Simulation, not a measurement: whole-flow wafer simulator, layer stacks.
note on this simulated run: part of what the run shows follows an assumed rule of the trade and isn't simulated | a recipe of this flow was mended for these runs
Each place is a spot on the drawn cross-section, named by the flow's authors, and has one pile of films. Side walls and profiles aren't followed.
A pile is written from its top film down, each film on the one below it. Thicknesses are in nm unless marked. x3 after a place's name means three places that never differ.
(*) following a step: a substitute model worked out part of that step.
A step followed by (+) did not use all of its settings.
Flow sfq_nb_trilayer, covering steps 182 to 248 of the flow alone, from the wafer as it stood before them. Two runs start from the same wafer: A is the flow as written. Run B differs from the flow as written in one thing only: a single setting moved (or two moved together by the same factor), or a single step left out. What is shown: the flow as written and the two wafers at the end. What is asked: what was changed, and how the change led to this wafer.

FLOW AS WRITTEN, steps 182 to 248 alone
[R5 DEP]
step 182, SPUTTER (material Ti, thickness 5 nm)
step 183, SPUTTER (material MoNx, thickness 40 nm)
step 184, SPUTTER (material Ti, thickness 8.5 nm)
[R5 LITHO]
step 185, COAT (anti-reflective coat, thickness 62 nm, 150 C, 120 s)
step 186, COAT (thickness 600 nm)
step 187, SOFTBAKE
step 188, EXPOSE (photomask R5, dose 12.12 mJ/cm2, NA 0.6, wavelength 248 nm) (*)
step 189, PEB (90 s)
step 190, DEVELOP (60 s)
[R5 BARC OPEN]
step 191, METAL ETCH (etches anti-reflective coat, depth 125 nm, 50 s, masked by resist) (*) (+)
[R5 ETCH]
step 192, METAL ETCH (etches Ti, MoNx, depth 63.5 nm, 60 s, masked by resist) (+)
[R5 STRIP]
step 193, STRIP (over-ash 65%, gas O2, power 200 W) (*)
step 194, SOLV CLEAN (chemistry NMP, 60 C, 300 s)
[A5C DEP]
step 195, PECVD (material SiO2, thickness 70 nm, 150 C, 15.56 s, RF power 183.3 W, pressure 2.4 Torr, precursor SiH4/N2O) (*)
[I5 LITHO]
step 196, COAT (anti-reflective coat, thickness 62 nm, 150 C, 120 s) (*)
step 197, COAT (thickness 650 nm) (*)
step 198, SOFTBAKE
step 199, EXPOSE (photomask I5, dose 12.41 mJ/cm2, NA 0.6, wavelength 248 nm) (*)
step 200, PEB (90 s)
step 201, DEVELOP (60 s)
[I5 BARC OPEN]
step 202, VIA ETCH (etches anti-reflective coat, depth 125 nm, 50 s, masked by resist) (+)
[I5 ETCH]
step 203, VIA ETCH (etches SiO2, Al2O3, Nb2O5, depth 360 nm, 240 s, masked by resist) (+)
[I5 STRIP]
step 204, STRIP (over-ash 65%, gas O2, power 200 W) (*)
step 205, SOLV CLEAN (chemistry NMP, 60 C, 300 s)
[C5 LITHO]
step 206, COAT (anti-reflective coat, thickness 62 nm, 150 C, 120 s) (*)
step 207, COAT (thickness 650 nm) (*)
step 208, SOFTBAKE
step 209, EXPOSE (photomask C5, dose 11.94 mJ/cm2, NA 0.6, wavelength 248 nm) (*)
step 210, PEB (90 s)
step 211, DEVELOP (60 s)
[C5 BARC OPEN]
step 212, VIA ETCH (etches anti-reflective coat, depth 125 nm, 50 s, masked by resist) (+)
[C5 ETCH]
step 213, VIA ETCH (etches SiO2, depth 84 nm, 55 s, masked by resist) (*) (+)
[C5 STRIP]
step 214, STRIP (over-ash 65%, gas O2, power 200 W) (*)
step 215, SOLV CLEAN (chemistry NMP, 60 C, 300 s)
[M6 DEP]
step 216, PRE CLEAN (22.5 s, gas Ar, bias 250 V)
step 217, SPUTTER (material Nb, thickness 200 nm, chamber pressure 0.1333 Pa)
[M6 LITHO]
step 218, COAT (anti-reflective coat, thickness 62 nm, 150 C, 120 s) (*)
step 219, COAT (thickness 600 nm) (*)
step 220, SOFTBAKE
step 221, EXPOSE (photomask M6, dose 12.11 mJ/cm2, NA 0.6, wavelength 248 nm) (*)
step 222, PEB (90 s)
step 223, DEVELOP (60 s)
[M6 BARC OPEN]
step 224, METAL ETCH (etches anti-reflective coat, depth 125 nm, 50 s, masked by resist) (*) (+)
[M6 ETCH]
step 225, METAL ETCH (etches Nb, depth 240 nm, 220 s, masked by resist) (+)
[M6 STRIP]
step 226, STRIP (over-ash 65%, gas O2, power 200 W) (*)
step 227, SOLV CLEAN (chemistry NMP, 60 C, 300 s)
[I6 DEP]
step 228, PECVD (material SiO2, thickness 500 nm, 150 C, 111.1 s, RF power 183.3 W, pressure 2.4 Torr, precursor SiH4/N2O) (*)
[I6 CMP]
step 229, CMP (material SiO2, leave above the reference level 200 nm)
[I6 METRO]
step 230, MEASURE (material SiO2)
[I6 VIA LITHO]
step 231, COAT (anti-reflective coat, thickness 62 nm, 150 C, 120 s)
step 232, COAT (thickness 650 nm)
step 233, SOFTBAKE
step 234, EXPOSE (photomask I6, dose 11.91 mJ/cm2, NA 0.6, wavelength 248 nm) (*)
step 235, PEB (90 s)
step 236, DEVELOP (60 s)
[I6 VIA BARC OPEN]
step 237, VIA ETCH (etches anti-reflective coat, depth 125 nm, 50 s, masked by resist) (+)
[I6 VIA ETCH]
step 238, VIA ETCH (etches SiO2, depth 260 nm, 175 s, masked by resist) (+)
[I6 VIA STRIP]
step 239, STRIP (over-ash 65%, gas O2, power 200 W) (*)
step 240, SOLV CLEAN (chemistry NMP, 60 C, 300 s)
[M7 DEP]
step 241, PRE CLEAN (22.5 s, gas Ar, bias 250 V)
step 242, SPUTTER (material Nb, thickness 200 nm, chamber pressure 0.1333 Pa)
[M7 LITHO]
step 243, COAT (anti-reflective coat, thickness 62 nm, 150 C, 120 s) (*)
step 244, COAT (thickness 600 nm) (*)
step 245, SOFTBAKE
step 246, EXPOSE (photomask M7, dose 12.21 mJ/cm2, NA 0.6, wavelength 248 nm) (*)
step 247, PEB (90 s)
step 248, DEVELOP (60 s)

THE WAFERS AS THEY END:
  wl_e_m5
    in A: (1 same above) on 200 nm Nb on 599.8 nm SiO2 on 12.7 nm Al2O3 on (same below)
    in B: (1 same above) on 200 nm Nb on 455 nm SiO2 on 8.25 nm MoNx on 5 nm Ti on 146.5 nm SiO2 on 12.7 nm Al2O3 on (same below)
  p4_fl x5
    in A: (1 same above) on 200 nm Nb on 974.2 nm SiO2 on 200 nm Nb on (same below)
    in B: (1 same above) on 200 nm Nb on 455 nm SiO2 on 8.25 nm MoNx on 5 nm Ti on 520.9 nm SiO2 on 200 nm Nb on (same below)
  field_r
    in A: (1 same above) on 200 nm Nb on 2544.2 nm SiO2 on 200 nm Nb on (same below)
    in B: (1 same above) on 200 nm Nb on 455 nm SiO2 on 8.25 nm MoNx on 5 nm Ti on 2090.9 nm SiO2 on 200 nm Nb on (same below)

The reason: step 183, SPUTTER: thickness 63.25 nm was run, while the flow as written has thickness 40 nm.

How this came from the change, step by step:
  step 183, SPUTTER (material MoNx, thickness 40 nm)
      field_l, v_sur, via_wl and 103 more: A MoNx gains 40 (new film) | B MoNx gains 63.2 (new film)
  step 192, METAL ETCH (etches Ti, MoNx, depth 63.5 nm, 60 s, masked by resist) (+)
      field_l, v_sur, via_wl and 92 more: A Ti loses 8.5 (all of it), MoNx loses 40 (all of it), Ti loses 5 (all of it), SiO2 loses 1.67 | B Ti loses 8.5 (all of it), MoNx loses 55
      ce_l, c5j, ce_r, wl_jj: A Ti loses 8.5 (all of it), MoNx loses 40 (all of it), Ti loses 5 (all of it), Nb loses 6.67 | B Ti loses 8.5 (all of it), MoNx loses 55
  step 195, PECVD (material SiO2, thickness 70 nm, 150 C, 15.56 s, RF power 183.3 W, pressure 2.4 Torr, precursor SiH4/N2O) (*)
      field_l, v_sur, via_wl and 92 more: A SiO2 gains 70 | B SiO2 gains 70 (new film)
  step 196, COAT (anti-reflective coat, thickness 62 nm, 150 C, 120 s) (*)
      r5r_line_l, r5r_line_c, r5r_line_r: A anti-reflective coat gains 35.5 (new film) | B anti-reflective coat gains 31.9 (new film)
      wl_j_sl, wl_j_sr: A anti-reflective coat gains 60.5 (new film) | B anti-reflective coat gains 62 (new film)
      (and at 9 other places as well)
  step 203, VIA ETCH (etches SiO2, Al2O3, Nb2O5, depth 360 nm, 240 s, masked by resist) (+)
      be: A SiO2 loses 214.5 (all of it), Al2O3 loses 12.7 (all of it), Nb2O5 loses 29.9 (all of it), Nb loses 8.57 | B SiO2 loses 69.7 (all of it), MoNx loses 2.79
  step 204, STRIP (over-ash 65%, gas O2, power 200 W) (*)
      r5r_line_l, r5r_line_c, r5r_line_r: A KrF-resist-other-grade loses 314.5 (all of it), anti-reflective coat loses 35.5 (all of it) | B KrF-resist-other-grade loses 314.3 (all of it), anti-reflective coat loses 31.9 (all of it)
      wl_j_sl, wl_j_sr: A KrF-resist-other-grade loses 316.4 (all of it), anti-reflective coat loses 60.5 (all of it) | B KrF-resist-other-grade loses 315.7 (all of it), anti-reflective coat loses 62 (all of it)
      (and at 9 other places as well)
  step 206, COAT (anti-reflective coat, thickness 62 nm, 150 C, 120 s) (*)
      r5r_line_l, r5r_line_c, r5r_line_r: A anti-reflective coat gains 35.5 (new film) | B anti-reflective coat gains 31.9 (new film)
      wl_j_sl, wl_j_sr: A anti-reflective coat gains 60.5 (new film) | B anti-reflective coat gains 62 (new film)
      (and at 17 other places as well)
  step 207, COAT (thickness 650 nm) (*)
      be: A KrF-resist-other-grade gains 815 (new film) | B KrF-resist-other-grade gains 672.4 (new film)
      gap: A KrF-resist-other-grade gains 641 (new film) | B KrF-resist-other-grade gains 654.3 (new film)
  step 212, VIA ETCH (etches anti-reflective coat, depth 125 nm, 50 s, masked by resist) (+)
      c5j: A anti-reflective coat loses 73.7 (all of it), SiO2 loses 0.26 | B anti-reflective coat loses 68.5 (all of it), SiO2 loses 0.28
  step 213, VIA ETCH (etches SiO2, depth 84 nm, 55 s, masked by resist) (*) (+)
      c5j: A SiO2 loses 69.7 (all of it), Nb loses 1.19 | B SiO2 loses 69.7 (all of it), MoNx loses 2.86
  step 214, STRIP (over-ash 65%, gas O2, power 200 W) (*)
      r5r_line_l, r5r_line_c, r5r_line_r: A KrF-resist-other-grade loses 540 (all of it), anti-reflective coat loses 35.5 (all of it) | B KrF-resist-other-grade loses 539.8 (all of it), anti-reflective coat loses 31.9 (all of it)
      wl_j_sl, wl_j_sr: A KrF-resist-other-grade loses 541.9 (all of it), anti-reflective coat loses 60.5 (all of it) | B KrF-resist-other-grade loses 541.2 (all of it), anti-reflective coat loses 62 (all of it)
      (and at 16 other places as well)
  step 216, PRE CLEAN (22.5 s, gas Ar, bias 250 V)
      be: A Nb loses 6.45 | B MoNx loses 5.46 (all of it), Ti loses 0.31
      c5j: A Nb loses 6.45 | B MoNx loses 5.39 (all of it), Ti loses 0.38
  step 217, SPUTTER (material Nb, thickness 200 nm, chamber pressure 0.1333 Pa)
      be: A Nb gains 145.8 | B Nb gains 192.1 (new film)
      c5j: A Nb gains 188.4 | B Nb gains 188.1 (new film)
  step 218, COAT (anti-reflective coat, thickness 62 nm, 150 C, 120 s) (*)
      r5r_line_l, r5r_line_c, r5r_line_r: A anti-reflective coat gains 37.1 (new film) | B anti-reflective coat gains 33.9 (new film)
      wl_j_sl, wl_j_sr: A anti-reflective coat gains 60.5 (new film) | B anti-reflective coat gains 62 (new film)
      (and at 19 other places as well)
  step 219, COAT (thickness 600 nm) (*)
      via_v: A KrF-resist-other-grade gains 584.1 (new film) | B KrF-resist-other-grade gains 598 (new film)
      be: A KrF-resist-other-grade gains 795.2 (new film) | B KrF-resist-other-grade gains 620.4 (new film)
      (and at 1 other place as well)
  step 223, DEVELOP (60 s)
      gap: A KrF-resist-other-grade loses 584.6 (all of it) | B KrF-resist-other-grade loses 600.4 (all of it)
  ... another 3 steps ...
  step 229, CMP (material SiO2, leave above the reference level 200 nm)
      r5r_line_l, r5r_spacepad_l, r5r_spacepad_r, r5r_line_c, r5r_line_r: A SiO2 loses 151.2 | B SiO2 loses 159.5
      be_r, r_sur, r_end: A SiO2 loses 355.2 | B SiO2 loses 363.5
      (and at 3 other places as well)
With metal films that touch counted as one body, wl_e_m5 has 8 bodies (between them, from the top down: SiO2 455; SiO2 146.5 / Al2O3 12.7 / Nb2O5 29.9; SiO2 192.5; SiO2 192.5; SiO2 192.5; SiO2 192.5; SiO2 192.5); the flow as written gives 7 bodies (between them, from the top down: SiO2 599.8 / Al2O3 12.7 / Nb2O5 29.9; SiO2 192.5; SiO2 192.5; SiO2 192.5; SiO2 192.5; SiO2 192.5).
With metal films that touch counted as one body, p4_fl x5 has 4 bodies (between them, from the top down: SiO2 455; SiO2 520.9; SiO2 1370); the flow as written gives 3 bodies (between them, from the top down: SiO2 974.2; SiO2 1370).
With metal films that touch counted as one body, field_r has 3 bodies (between them, from the top down: SiO2 455; SiO2 2090.9); the flow as written gives 2 bodies (between them, from the top down: SiO2 2544.2).
